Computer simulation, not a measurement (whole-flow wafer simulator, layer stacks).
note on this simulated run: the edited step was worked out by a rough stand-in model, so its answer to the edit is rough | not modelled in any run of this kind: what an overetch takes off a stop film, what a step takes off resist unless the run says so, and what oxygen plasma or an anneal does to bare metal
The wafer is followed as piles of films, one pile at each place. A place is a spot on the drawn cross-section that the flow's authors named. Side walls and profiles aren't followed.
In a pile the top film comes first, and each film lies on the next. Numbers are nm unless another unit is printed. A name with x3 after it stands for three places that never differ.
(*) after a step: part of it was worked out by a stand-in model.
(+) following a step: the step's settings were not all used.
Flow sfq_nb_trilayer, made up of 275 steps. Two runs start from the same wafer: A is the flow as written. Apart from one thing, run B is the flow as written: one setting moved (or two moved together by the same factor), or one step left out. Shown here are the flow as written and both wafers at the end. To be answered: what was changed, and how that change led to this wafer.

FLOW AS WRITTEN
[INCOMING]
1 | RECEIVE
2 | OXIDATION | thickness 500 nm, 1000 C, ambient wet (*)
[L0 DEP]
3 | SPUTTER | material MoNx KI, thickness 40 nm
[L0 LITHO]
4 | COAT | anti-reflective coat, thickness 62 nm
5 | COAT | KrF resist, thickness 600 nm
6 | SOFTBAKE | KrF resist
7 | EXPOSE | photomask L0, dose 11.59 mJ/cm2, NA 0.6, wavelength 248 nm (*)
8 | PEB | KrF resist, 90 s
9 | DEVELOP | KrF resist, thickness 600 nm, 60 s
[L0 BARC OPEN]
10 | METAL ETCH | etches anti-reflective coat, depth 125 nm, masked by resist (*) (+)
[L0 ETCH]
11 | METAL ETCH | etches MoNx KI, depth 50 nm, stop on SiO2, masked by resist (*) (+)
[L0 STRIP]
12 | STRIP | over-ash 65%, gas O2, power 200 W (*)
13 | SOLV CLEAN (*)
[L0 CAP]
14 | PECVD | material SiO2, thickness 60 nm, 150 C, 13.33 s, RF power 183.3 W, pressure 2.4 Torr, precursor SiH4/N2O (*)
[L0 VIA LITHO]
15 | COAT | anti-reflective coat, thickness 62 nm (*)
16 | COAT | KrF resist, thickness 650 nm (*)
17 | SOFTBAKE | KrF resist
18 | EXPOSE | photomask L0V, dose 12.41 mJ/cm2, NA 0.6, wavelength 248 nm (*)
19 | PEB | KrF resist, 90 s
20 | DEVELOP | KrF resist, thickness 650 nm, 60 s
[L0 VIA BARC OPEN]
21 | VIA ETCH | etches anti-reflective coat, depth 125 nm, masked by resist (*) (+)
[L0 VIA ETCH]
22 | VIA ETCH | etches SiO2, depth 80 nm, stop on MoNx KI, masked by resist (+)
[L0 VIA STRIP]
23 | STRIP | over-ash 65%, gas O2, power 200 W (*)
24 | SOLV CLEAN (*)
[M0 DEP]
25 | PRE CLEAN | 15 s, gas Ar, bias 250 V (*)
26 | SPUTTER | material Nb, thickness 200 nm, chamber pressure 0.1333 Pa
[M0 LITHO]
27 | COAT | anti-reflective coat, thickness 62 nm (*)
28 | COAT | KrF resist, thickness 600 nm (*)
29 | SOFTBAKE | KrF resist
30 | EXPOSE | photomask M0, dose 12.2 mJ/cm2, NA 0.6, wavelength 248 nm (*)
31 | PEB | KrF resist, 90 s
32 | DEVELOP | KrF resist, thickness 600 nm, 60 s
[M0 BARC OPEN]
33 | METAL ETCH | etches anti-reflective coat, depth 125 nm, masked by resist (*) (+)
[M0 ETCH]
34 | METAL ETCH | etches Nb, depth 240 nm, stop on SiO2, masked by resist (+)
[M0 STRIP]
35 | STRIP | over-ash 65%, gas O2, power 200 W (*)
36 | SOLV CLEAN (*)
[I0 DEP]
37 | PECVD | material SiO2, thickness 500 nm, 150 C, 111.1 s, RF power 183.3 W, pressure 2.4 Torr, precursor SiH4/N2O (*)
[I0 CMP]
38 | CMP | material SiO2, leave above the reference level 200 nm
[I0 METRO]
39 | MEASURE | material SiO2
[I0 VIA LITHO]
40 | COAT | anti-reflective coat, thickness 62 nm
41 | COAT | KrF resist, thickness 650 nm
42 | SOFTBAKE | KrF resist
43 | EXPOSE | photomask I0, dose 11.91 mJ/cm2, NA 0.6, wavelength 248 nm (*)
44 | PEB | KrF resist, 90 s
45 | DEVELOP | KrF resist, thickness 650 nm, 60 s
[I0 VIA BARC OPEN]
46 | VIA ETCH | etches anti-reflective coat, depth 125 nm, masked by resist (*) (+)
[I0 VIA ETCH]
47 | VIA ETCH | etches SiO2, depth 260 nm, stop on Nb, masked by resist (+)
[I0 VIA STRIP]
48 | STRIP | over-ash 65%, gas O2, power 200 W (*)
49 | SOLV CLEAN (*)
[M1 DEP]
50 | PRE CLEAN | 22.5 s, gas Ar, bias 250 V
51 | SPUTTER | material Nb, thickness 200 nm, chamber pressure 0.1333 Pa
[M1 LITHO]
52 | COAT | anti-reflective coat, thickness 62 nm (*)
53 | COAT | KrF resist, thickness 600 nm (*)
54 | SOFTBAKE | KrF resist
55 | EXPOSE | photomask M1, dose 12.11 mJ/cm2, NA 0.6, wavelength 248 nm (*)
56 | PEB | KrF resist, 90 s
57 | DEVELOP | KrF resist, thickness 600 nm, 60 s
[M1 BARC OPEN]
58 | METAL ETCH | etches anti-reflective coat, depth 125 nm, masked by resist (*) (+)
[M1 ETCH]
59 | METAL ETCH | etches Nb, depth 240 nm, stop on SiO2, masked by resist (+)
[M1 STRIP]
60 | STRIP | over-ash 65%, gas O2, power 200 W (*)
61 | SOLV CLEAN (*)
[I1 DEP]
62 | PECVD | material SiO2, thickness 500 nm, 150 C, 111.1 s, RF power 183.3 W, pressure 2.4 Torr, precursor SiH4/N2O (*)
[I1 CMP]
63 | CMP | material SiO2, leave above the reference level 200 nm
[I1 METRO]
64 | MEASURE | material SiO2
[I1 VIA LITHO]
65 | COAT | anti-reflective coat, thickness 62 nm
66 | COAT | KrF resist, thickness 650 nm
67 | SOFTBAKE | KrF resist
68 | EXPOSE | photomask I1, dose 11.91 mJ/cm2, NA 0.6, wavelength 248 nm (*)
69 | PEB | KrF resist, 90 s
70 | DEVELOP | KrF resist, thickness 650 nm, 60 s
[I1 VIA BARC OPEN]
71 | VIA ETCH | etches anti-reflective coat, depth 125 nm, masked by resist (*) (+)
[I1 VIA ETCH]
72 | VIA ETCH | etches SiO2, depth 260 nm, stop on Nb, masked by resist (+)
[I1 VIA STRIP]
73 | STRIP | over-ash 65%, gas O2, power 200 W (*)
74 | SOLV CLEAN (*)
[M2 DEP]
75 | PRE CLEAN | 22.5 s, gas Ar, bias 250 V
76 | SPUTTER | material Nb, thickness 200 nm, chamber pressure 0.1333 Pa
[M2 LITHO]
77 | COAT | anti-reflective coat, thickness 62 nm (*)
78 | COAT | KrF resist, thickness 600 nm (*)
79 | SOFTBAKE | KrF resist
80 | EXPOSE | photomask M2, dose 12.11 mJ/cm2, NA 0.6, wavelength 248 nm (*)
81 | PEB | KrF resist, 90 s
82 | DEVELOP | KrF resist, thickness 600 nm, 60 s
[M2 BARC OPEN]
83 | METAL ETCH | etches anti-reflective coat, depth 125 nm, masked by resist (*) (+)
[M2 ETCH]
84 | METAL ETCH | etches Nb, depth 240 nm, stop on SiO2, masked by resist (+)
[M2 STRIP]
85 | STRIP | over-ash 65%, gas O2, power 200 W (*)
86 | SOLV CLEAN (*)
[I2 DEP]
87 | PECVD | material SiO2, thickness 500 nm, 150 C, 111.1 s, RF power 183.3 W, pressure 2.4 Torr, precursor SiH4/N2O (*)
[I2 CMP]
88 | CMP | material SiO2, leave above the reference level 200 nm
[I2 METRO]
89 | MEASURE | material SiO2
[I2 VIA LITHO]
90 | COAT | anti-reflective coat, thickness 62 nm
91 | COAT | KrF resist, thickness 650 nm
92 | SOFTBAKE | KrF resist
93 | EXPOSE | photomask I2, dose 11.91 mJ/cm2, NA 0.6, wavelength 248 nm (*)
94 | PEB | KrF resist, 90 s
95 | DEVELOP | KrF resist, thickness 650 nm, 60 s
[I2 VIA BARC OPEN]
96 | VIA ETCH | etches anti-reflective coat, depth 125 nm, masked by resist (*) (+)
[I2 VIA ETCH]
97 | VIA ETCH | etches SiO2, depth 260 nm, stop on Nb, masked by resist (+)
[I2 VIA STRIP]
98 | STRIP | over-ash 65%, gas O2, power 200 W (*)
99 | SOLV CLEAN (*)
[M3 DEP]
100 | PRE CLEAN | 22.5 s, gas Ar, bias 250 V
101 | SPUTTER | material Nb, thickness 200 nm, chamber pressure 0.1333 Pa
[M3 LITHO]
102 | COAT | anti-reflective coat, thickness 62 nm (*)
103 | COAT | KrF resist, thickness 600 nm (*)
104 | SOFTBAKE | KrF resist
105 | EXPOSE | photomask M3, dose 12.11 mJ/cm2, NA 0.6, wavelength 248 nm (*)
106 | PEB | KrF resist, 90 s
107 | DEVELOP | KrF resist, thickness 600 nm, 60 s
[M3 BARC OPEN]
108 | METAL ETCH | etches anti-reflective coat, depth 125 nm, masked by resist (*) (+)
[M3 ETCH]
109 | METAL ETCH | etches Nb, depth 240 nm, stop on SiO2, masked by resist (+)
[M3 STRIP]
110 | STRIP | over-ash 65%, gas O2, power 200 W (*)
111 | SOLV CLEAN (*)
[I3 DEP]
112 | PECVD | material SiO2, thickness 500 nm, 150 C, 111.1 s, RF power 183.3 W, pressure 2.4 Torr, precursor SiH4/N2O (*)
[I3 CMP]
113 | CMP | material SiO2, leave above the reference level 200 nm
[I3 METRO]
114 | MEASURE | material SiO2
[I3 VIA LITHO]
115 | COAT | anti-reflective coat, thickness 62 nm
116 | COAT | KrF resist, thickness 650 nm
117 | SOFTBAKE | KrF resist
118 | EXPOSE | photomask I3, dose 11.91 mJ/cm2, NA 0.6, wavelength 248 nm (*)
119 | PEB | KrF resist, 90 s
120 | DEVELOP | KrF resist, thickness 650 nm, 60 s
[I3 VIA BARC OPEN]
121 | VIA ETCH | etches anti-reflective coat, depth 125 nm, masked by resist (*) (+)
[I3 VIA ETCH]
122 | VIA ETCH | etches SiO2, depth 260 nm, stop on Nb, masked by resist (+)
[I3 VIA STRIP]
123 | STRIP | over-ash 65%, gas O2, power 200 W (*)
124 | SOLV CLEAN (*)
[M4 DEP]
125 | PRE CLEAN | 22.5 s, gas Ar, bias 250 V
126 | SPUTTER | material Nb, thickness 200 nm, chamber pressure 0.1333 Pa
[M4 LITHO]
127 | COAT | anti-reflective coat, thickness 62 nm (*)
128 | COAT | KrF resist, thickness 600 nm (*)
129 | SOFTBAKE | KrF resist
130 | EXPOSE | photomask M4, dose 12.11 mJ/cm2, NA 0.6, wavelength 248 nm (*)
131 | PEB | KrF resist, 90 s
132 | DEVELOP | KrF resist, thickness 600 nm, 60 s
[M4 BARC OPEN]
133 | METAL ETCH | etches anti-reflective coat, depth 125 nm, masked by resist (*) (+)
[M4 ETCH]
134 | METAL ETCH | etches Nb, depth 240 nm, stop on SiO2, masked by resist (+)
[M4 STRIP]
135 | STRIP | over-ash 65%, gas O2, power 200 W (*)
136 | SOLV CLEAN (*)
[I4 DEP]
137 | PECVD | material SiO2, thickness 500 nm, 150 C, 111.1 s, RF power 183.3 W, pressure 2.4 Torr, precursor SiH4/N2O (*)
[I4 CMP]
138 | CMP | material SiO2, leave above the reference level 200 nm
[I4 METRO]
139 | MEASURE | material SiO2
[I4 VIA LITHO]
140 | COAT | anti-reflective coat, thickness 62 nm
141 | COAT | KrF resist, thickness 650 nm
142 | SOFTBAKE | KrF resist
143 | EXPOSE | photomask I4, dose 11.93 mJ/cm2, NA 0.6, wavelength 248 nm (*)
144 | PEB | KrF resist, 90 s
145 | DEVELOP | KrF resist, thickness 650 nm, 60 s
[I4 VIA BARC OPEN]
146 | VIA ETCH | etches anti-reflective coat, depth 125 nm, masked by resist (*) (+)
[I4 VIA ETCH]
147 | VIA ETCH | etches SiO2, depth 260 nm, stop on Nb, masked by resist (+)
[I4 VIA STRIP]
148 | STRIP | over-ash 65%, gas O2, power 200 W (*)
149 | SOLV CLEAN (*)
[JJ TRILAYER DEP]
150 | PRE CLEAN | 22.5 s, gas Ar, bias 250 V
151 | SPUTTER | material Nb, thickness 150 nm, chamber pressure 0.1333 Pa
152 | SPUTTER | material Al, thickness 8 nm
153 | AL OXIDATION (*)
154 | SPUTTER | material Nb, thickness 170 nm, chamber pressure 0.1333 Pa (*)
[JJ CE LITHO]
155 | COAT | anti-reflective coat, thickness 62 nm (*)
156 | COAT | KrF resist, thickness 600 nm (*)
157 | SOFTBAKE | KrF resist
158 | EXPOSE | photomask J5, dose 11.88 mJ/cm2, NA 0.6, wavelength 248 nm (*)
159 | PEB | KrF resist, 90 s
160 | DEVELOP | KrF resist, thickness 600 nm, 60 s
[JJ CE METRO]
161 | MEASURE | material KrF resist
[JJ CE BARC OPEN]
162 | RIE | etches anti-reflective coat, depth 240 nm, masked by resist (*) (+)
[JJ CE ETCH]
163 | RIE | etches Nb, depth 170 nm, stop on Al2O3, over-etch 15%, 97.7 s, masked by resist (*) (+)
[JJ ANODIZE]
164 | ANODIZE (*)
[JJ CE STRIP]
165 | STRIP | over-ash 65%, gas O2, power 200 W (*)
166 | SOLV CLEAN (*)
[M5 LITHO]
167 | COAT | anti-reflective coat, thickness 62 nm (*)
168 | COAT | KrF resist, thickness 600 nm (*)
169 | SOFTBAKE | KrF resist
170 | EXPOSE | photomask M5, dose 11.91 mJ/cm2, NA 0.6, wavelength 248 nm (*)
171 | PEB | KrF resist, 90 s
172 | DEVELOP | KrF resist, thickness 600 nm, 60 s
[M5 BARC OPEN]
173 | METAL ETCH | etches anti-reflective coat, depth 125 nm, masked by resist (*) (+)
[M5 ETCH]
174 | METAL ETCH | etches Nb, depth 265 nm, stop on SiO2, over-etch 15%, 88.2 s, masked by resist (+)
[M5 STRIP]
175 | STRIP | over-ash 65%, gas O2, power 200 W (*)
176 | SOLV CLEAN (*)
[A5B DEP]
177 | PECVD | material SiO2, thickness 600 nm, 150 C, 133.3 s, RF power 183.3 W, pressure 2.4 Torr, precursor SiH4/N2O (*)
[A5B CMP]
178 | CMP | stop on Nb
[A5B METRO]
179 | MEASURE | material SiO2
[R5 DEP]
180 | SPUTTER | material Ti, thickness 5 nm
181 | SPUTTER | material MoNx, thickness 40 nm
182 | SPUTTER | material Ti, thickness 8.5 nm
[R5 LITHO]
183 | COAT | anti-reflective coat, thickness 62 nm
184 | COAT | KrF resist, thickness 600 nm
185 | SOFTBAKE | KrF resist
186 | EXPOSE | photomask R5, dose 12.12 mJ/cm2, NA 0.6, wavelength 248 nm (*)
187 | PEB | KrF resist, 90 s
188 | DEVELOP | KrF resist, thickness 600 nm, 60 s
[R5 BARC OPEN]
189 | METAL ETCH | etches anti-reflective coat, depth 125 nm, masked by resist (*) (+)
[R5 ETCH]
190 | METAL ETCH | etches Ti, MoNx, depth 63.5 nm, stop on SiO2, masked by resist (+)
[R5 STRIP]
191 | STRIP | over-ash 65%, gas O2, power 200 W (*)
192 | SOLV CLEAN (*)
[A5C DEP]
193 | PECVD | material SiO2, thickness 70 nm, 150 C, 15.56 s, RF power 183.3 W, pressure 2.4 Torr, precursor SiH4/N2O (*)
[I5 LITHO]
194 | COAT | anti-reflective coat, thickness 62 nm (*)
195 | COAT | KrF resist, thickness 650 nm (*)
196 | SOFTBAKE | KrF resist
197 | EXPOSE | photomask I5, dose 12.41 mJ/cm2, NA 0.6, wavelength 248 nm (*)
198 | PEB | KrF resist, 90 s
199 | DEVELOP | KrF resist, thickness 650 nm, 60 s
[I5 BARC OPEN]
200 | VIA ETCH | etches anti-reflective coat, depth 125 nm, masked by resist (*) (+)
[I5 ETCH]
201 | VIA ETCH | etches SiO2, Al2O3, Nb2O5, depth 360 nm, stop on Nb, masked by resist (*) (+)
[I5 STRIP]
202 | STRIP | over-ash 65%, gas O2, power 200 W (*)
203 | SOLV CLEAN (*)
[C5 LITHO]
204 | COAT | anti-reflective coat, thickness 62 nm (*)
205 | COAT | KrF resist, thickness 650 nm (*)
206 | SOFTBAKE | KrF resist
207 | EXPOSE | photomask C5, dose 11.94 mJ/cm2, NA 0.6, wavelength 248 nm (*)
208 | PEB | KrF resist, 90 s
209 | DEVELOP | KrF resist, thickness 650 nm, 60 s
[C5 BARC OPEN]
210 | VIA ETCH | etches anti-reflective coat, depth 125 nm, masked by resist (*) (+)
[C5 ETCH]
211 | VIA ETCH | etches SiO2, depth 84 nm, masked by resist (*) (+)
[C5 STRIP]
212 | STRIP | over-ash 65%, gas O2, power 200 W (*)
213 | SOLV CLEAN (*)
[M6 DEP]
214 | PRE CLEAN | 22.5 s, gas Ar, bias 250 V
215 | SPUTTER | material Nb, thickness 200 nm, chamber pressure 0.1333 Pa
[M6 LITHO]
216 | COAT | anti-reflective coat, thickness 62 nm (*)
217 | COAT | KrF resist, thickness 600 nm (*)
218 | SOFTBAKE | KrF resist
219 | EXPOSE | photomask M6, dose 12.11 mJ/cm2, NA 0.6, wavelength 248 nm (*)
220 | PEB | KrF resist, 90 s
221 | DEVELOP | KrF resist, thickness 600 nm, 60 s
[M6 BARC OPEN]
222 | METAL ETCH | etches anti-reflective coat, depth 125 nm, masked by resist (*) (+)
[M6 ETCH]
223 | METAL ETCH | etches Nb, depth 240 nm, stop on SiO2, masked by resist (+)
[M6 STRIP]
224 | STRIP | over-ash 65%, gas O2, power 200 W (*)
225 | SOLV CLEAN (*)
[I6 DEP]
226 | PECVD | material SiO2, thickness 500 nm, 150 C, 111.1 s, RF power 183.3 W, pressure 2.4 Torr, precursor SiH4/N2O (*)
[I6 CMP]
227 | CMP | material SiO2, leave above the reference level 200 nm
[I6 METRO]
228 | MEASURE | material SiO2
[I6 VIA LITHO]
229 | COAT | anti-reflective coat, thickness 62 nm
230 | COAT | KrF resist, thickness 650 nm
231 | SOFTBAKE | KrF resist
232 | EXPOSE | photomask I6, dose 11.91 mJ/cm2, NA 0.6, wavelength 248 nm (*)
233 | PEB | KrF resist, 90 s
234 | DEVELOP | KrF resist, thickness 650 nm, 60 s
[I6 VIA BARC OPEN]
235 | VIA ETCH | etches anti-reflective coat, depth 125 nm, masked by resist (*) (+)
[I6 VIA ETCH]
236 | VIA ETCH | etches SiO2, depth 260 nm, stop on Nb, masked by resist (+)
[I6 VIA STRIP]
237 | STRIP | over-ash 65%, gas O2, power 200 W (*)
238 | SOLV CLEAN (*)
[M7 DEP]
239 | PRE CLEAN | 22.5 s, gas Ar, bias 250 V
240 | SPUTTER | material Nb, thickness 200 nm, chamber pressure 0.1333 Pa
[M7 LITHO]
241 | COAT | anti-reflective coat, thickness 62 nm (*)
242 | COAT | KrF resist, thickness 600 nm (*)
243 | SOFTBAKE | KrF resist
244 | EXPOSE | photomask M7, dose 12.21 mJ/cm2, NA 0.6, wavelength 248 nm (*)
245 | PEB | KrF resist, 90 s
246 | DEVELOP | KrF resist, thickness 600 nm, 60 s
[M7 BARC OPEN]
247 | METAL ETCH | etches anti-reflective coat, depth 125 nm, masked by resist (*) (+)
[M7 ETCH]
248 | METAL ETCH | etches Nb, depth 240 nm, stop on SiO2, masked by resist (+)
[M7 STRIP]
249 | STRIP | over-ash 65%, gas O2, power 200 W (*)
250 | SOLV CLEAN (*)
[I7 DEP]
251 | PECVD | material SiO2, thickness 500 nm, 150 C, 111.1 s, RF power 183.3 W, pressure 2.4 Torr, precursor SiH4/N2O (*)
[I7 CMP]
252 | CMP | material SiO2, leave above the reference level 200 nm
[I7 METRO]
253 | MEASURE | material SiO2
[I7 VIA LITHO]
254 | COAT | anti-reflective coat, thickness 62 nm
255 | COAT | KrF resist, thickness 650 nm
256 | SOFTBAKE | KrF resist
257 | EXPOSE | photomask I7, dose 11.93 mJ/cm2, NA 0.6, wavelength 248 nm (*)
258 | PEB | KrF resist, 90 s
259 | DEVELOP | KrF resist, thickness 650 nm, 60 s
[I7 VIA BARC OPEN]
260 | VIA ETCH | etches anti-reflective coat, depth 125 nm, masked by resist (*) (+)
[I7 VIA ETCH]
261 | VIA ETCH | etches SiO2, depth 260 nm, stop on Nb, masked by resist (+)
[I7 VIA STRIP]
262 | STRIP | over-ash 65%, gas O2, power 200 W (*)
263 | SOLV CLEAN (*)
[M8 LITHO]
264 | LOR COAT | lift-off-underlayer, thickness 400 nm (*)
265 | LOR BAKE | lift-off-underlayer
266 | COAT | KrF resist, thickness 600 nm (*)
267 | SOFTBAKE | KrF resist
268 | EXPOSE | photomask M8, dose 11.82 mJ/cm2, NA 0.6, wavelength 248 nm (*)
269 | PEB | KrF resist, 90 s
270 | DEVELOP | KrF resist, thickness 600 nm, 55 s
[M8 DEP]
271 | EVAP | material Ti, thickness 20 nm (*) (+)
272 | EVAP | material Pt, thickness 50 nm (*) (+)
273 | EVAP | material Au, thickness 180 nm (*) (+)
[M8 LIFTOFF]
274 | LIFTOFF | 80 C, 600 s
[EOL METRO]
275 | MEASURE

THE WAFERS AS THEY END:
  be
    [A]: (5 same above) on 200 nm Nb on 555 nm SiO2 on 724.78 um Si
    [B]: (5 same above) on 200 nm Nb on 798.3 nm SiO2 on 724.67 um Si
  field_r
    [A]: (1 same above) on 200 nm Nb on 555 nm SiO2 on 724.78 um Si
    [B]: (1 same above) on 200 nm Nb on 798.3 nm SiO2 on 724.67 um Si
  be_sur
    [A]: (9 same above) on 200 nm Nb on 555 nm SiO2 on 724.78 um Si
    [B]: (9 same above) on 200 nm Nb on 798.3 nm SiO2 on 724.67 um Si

What caused this: step 2, OXIDATION: 1075 C was run, while the flow as written has 1000 C.

How this came from the change, step by step:
  2 | OXIDATION | thickness 500 nm, 1000 C, ambient wet (*)
      field_l, v_sur, via_wl and 103 more: A SiO2 gains 500 (new film), chemical SiO2 loses 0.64 (all of it), Si loses 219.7 | B SiO2 gains 743.3 (new film), chemical SiO2 loses 0.64 (all of it), Si loses 326.8
